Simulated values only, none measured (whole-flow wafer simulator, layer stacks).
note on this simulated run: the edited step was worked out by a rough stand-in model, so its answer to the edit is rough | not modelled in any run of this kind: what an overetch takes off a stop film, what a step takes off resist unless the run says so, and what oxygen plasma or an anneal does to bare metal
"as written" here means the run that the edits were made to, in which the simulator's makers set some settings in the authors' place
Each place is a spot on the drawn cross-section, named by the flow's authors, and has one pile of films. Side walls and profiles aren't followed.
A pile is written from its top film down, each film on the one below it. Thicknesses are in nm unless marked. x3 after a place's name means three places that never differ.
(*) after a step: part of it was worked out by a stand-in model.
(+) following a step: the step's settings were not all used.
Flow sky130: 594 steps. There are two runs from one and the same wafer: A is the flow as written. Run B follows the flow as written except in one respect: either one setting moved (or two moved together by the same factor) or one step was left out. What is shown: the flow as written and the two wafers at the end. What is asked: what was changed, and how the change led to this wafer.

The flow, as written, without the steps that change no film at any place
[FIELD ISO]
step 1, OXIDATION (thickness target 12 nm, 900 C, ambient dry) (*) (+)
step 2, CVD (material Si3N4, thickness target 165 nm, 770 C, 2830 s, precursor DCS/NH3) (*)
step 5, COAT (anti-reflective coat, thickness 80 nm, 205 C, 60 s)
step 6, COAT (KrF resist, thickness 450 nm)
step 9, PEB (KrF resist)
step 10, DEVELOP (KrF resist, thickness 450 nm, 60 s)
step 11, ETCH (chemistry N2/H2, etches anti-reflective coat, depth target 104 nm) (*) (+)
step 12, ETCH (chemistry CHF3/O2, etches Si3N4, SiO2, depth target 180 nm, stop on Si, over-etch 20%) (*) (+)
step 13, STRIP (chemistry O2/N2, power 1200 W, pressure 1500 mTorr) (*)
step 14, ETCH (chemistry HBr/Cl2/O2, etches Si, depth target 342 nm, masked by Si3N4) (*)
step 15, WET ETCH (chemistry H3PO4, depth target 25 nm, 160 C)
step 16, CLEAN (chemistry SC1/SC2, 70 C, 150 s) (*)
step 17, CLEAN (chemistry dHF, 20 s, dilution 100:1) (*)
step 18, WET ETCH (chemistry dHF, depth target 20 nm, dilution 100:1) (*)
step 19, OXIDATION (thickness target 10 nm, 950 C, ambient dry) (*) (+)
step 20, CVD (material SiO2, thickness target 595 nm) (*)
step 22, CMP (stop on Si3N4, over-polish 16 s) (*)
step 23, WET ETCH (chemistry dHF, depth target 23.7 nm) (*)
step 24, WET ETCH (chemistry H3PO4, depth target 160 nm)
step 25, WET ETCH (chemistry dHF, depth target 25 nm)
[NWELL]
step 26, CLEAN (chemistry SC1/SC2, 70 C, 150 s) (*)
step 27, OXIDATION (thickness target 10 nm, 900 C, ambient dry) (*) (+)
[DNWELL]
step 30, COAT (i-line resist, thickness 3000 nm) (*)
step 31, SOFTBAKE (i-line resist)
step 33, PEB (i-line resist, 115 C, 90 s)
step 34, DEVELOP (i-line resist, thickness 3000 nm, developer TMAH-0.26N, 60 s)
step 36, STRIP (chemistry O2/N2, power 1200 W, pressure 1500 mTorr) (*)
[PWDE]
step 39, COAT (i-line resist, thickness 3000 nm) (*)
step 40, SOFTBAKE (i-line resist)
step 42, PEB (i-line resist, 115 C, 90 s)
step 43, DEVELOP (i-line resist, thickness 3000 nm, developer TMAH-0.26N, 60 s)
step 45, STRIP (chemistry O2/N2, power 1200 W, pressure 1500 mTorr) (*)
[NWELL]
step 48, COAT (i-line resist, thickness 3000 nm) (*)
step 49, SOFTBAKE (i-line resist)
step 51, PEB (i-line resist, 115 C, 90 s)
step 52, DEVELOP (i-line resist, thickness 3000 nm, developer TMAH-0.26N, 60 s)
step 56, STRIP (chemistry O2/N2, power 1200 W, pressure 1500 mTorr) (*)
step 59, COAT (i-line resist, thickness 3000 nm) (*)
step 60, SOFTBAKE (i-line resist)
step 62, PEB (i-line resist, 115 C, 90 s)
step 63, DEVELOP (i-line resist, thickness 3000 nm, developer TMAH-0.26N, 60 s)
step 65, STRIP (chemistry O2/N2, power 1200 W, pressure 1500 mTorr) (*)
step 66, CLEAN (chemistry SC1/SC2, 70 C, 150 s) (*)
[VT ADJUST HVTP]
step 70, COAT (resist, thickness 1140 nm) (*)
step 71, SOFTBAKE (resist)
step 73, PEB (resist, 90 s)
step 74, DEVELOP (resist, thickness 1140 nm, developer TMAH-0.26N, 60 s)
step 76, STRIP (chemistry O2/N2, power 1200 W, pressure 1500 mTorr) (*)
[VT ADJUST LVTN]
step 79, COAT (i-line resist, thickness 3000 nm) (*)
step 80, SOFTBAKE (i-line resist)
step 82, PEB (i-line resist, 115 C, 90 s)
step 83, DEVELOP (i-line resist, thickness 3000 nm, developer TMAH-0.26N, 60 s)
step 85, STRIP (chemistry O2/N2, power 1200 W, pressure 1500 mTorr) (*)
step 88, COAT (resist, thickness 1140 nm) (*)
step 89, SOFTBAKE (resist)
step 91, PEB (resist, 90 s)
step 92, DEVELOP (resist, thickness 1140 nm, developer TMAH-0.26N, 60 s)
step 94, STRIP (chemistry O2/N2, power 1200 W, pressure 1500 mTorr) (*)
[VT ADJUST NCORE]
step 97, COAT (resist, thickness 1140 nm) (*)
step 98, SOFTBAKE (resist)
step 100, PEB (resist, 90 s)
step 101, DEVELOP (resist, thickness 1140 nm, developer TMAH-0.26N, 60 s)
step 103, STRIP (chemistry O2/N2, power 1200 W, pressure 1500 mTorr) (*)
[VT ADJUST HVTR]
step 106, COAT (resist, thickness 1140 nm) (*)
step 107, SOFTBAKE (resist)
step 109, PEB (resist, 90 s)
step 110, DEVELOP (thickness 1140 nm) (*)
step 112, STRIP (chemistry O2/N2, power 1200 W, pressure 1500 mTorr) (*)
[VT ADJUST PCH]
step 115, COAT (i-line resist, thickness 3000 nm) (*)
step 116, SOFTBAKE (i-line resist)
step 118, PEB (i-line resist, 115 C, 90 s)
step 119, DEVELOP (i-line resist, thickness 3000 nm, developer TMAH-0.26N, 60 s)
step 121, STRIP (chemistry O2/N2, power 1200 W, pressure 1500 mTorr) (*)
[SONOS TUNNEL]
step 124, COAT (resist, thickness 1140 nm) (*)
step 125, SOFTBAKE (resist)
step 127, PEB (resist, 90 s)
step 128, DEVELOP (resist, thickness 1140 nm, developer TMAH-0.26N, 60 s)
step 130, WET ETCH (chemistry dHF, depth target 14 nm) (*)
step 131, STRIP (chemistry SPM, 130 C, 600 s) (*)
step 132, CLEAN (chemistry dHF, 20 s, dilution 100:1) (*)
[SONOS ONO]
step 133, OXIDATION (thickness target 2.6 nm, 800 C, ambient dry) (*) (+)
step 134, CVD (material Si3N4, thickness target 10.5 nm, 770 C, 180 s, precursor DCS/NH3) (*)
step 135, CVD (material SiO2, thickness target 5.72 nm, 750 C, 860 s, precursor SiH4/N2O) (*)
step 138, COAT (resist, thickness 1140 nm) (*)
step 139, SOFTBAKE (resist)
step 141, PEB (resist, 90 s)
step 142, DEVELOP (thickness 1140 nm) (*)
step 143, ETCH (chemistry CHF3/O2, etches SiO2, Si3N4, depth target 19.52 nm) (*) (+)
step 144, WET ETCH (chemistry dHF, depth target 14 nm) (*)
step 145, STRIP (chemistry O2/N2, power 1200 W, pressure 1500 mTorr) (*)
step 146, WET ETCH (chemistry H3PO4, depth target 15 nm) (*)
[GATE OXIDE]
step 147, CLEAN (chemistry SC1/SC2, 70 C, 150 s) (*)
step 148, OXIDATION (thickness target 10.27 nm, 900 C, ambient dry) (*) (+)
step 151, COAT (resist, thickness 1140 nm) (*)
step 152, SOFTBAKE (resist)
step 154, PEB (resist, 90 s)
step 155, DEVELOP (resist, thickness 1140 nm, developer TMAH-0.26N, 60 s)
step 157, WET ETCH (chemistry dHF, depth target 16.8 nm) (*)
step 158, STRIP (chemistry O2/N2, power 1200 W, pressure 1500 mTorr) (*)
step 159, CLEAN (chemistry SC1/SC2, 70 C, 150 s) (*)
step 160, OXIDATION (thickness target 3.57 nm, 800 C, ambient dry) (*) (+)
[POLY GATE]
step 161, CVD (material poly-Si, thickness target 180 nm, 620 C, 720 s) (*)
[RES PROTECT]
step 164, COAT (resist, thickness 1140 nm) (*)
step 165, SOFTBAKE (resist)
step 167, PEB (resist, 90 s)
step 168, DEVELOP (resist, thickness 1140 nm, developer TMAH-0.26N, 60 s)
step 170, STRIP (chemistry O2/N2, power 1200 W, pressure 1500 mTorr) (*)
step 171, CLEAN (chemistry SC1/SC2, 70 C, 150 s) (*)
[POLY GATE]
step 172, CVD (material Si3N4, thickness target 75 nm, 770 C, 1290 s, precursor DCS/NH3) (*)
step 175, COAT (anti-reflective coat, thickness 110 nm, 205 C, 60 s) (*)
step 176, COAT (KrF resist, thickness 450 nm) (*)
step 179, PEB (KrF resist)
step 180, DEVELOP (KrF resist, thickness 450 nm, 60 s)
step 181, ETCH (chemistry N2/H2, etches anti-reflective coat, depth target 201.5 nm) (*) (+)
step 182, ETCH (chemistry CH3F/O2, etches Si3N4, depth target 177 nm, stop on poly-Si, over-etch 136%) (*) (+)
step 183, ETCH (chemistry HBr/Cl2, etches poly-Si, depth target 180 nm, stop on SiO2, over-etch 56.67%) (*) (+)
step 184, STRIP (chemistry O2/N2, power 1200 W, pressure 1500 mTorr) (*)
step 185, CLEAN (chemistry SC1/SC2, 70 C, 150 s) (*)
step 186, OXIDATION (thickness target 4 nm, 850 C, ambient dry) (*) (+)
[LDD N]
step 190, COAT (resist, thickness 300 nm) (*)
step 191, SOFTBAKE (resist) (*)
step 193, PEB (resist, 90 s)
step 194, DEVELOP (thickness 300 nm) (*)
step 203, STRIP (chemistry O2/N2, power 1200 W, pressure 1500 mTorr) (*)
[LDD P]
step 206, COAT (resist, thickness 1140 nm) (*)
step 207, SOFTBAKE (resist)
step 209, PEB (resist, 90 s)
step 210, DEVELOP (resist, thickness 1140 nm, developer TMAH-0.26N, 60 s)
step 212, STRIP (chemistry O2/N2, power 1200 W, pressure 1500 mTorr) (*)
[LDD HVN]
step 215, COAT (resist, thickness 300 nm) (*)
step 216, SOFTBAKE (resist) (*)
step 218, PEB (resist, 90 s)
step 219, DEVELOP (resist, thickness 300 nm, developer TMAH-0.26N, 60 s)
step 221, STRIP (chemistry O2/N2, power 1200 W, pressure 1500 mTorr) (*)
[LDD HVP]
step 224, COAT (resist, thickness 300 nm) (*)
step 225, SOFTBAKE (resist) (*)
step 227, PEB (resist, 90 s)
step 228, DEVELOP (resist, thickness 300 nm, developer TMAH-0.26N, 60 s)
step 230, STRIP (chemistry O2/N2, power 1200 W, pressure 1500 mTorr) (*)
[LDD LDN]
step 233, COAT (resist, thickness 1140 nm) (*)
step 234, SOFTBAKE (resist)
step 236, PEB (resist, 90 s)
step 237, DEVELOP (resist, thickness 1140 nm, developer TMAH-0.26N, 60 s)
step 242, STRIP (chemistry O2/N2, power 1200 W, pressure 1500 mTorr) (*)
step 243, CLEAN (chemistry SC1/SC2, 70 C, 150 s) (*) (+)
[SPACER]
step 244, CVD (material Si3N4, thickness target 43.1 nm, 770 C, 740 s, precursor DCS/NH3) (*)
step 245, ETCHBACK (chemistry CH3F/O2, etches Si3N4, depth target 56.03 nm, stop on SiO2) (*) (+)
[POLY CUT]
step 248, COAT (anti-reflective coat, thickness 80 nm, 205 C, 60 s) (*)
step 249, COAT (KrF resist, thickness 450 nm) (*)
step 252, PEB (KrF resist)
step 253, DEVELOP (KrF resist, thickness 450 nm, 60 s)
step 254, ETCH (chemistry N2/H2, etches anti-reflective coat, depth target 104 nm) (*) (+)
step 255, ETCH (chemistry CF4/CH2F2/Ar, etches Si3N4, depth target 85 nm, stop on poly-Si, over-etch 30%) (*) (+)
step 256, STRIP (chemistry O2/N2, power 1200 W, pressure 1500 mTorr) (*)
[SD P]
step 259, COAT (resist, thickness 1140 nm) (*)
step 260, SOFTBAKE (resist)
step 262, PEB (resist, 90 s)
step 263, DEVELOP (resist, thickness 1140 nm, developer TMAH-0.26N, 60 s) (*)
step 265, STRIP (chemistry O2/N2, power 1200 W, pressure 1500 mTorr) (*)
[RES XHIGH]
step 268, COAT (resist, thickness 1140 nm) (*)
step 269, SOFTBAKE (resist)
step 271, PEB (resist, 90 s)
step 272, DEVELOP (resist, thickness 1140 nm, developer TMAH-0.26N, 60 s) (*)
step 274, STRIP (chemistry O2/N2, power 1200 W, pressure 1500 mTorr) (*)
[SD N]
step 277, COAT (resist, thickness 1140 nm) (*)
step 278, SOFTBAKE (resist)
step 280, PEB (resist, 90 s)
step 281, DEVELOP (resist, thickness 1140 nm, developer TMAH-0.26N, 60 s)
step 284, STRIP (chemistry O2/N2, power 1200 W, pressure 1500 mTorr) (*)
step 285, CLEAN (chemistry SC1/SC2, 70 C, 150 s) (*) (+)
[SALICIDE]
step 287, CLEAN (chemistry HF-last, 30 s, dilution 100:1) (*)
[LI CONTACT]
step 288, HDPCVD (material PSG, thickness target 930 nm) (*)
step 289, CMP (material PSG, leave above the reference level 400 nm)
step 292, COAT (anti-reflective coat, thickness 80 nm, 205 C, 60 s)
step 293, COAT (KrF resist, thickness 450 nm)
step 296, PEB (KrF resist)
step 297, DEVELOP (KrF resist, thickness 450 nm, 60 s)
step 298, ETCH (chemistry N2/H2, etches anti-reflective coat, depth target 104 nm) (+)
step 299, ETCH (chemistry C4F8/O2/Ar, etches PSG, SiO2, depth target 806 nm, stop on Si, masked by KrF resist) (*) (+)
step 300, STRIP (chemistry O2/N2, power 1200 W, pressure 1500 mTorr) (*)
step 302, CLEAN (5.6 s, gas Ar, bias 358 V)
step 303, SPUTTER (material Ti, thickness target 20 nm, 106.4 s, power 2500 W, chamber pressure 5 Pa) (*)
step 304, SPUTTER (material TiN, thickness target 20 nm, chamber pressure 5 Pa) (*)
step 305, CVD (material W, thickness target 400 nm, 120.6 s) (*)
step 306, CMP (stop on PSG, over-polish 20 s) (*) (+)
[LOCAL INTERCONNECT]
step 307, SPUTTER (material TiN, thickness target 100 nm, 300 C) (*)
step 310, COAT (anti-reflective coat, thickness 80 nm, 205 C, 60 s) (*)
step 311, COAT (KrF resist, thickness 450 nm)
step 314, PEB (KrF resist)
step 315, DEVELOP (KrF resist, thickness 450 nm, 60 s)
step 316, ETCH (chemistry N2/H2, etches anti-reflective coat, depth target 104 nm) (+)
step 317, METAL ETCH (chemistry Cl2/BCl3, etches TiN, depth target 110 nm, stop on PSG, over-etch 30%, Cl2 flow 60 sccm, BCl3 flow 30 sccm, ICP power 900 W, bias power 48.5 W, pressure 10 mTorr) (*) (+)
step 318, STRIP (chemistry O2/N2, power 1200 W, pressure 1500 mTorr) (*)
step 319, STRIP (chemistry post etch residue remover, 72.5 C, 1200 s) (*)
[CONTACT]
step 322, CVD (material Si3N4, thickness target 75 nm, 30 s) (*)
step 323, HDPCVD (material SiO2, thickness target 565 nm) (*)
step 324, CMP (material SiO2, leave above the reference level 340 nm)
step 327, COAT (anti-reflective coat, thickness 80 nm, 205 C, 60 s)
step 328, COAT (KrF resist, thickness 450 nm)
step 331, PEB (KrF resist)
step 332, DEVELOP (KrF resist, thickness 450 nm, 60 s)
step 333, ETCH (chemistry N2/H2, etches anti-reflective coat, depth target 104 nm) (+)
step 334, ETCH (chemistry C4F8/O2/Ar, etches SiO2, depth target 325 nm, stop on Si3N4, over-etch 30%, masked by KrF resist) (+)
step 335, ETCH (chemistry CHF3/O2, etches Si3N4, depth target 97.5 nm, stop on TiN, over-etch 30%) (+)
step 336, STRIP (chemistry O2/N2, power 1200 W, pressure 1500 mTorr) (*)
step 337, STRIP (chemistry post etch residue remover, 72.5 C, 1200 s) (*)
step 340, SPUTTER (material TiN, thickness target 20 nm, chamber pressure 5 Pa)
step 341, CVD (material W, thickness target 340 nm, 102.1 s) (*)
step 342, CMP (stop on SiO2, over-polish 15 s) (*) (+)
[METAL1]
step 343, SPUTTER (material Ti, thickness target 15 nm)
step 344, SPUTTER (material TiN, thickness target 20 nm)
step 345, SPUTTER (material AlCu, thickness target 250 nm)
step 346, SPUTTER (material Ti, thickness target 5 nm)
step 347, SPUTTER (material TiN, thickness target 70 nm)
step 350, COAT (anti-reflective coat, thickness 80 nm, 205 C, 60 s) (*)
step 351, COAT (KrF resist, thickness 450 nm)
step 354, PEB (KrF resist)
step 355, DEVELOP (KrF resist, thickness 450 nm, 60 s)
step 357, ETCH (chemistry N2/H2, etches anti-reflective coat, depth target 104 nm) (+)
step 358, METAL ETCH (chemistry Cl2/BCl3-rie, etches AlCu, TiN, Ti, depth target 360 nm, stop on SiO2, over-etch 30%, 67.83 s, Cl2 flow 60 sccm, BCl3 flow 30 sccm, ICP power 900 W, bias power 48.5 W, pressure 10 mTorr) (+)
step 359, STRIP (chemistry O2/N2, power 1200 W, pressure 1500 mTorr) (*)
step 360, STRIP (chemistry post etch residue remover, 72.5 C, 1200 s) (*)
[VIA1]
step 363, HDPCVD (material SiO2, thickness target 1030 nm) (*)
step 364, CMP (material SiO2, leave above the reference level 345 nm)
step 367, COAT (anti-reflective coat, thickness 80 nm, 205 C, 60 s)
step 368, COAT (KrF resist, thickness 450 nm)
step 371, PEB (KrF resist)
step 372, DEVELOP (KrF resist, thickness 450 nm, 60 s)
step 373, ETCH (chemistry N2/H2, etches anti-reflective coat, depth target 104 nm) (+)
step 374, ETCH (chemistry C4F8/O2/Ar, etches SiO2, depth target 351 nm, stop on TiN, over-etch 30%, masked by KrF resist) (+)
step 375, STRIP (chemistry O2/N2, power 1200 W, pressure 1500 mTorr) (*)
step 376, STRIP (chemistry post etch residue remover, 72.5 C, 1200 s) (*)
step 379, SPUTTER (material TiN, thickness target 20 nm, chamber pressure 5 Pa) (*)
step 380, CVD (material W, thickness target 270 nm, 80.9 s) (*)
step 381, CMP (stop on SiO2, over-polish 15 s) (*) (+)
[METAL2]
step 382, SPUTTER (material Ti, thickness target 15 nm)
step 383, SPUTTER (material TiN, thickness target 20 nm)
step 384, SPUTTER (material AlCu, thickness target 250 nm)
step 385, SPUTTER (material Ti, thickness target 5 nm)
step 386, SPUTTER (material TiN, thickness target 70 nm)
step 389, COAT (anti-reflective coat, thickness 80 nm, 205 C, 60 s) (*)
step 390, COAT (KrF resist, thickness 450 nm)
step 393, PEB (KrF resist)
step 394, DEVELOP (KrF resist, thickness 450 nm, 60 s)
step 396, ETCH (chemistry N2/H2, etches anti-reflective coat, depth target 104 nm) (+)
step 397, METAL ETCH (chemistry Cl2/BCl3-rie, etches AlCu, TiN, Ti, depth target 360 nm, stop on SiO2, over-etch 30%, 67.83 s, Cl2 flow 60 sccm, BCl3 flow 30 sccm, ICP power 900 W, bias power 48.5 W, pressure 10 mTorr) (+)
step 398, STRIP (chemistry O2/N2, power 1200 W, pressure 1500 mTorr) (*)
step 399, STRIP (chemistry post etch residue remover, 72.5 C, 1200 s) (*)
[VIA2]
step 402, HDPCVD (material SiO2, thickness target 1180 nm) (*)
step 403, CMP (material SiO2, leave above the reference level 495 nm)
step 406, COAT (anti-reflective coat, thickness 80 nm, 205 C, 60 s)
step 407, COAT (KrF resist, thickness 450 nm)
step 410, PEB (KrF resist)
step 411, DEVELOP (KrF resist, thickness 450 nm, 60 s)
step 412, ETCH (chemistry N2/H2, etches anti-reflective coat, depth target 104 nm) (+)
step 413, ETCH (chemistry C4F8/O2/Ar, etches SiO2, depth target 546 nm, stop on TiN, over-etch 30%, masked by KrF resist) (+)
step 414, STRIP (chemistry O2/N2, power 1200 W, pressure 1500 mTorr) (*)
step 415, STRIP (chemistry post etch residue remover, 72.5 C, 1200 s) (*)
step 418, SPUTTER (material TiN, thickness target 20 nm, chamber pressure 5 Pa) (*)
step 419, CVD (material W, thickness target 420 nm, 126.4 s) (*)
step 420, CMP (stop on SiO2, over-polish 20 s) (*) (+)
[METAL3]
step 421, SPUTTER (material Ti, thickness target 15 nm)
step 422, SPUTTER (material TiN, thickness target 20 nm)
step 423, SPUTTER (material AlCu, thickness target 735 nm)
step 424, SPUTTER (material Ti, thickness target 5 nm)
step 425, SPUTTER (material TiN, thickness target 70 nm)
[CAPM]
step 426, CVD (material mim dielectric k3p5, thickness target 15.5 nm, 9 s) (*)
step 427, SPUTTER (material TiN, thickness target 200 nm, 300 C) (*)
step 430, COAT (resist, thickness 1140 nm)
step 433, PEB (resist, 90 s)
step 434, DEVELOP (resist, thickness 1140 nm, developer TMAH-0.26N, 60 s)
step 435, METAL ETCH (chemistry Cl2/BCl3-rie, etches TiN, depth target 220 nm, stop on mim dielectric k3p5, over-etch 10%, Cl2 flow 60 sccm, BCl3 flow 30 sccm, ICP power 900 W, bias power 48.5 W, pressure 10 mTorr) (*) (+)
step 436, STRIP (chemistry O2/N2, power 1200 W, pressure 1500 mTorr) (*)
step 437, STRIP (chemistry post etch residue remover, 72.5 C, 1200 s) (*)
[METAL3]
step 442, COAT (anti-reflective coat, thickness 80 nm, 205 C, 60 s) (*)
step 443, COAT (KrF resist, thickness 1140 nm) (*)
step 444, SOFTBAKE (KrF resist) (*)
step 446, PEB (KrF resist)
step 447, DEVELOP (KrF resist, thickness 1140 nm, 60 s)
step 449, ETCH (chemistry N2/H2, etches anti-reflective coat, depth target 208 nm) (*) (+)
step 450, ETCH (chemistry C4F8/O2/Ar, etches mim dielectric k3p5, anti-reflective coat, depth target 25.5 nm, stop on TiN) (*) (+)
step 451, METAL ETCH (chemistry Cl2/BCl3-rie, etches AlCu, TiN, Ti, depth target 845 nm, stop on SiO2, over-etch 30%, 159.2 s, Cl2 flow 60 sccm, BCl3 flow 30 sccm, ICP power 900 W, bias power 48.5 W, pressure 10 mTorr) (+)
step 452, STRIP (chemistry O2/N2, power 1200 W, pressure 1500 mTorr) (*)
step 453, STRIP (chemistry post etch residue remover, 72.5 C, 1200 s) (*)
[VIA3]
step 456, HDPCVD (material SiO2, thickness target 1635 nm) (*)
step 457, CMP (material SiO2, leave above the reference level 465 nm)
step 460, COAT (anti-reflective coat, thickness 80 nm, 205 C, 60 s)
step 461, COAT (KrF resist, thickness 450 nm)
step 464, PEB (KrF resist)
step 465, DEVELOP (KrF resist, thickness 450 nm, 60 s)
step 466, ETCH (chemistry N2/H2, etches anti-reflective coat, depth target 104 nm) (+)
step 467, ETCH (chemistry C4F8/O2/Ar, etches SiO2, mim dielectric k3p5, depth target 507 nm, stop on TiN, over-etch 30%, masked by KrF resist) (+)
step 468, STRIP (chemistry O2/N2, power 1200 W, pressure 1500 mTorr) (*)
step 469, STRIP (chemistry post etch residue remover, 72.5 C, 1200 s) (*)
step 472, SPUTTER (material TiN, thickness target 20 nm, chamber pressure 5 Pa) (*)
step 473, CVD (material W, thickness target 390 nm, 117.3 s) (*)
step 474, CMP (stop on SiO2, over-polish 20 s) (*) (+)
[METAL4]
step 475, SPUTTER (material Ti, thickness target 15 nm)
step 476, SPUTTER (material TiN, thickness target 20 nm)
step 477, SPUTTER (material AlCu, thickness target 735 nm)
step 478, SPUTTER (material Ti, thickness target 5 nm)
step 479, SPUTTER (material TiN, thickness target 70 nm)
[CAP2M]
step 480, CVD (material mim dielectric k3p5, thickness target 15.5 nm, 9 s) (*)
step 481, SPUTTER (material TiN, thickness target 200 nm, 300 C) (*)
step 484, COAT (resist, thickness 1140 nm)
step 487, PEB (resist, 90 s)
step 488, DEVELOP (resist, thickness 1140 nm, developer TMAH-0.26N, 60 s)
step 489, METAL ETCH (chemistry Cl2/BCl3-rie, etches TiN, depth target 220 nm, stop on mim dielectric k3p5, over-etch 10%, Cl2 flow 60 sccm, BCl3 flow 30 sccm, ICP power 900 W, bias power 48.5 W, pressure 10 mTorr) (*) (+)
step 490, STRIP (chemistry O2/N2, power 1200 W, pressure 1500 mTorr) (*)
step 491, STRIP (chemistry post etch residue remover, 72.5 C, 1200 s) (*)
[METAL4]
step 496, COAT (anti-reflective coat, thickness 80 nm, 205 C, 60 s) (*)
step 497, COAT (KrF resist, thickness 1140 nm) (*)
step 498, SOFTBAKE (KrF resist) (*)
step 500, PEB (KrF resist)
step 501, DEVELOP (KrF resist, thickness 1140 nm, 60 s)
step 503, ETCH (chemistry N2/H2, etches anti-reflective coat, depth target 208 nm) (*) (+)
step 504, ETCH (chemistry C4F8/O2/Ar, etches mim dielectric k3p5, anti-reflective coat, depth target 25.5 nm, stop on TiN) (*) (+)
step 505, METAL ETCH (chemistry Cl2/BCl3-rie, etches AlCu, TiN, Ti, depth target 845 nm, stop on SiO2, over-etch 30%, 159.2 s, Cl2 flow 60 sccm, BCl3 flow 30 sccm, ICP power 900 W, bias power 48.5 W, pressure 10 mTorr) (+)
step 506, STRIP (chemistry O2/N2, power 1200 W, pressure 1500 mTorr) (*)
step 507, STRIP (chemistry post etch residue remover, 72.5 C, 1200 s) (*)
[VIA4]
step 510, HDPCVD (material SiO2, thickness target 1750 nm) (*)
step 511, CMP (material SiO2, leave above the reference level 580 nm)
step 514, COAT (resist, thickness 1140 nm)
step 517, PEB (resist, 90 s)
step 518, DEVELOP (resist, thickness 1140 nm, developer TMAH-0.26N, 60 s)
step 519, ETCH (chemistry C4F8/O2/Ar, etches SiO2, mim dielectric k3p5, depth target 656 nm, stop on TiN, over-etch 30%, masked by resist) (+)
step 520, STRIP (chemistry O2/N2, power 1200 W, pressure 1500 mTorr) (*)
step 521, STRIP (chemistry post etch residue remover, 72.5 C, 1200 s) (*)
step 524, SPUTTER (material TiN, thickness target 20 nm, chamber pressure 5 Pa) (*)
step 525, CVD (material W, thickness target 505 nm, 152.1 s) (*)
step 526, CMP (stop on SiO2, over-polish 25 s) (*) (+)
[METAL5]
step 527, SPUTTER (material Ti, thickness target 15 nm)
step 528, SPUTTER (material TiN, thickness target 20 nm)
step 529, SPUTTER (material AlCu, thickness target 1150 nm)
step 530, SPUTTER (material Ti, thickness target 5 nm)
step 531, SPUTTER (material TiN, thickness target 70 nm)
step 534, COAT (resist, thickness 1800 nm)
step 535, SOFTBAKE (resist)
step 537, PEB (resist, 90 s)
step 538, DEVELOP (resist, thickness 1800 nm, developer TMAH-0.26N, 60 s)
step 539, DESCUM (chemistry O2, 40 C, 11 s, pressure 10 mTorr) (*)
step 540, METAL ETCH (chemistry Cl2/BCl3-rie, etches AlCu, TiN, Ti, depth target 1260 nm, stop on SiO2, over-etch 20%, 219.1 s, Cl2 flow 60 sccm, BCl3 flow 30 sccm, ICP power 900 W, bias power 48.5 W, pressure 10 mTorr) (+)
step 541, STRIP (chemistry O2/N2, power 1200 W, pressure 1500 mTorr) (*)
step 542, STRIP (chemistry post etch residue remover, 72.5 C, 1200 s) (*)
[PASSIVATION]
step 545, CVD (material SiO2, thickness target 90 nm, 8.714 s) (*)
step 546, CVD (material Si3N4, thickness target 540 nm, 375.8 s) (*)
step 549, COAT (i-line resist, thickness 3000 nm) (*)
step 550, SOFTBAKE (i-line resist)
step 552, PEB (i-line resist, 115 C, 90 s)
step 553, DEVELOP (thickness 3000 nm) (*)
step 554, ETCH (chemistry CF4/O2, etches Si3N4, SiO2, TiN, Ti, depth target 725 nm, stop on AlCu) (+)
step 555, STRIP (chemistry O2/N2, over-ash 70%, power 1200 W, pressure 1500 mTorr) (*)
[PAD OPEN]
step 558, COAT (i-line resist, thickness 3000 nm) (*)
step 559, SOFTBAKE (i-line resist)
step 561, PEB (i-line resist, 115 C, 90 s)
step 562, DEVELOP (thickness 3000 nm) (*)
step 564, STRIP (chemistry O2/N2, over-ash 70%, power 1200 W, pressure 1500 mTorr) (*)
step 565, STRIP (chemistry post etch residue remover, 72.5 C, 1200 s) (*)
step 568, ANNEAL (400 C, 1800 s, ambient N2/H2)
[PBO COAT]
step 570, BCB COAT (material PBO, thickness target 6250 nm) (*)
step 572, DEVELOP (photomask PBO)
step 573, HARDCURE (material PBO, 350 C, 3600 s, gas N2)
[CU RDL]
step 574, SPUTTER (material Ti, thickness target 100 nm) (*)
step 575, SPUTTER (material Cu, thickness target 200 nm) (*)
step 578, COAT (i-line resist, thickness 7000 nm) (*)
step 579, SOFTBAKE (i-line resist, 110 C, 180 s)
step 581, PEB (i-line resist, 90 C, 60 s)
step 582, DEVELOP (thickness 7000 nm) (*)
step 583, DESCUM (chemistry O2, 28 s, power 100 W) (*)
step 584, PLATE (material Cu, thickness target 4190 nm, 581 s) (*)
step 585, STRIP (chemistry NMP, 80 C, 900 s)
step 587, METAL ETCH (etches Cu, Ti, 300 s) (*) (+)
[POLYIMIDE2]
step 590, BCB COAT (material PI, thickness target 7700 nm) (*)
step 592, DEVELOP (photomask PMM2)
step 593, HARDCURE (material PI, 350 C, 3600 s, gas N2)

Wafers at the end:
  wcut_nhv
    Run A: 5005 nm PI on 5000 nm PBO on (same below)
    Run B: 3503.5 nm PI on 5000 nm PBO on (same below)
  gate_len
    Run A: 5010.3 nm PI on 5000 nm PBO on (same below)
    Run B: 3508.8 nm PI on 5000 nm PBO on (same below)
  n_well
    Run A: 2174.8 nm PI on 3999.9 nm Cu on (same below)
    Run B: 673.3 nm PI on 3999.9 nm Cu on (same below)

Cause: step 590, BCB COAT: thickness target 5390 nm was run, though the flow has thickness target 7700 nm.

How this came from the change, step by step:
  step 590, BCB COAT (material PI, thickness target 7700 nm) (*)
      de16_gate_nw: A +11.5 um PI (new film) | B +9074.3 PI (new film)
      dice_street, wcut_nhv, wcut_phv and 14 more: A +7700 PI (new film) | B +5390 PI (new film)
      (as well as at 175 more places)
  step 592, DEVELOP (photomask PMM2)
      pad: A -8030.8 PI (all of it) | B -5720.8 PI (all of it)
  step 593, HARDCURE (material PI, 350 C, 3600 s, gas N2)
      dice_street, wcut_nhv, wcut_phv and 16 more: A -2695 PI | B -1886.5 PI
      gate_p_lg05, gate_p_lg10, gate_len, gate_lvt_sd_len, gate_p_sd_len, gate_p_hvt_sd_len, gate_p_lvt_sd_len, gate_len_250: A -2695.1 PI | B -1886.6 PI
      (as well as at 165 more places)
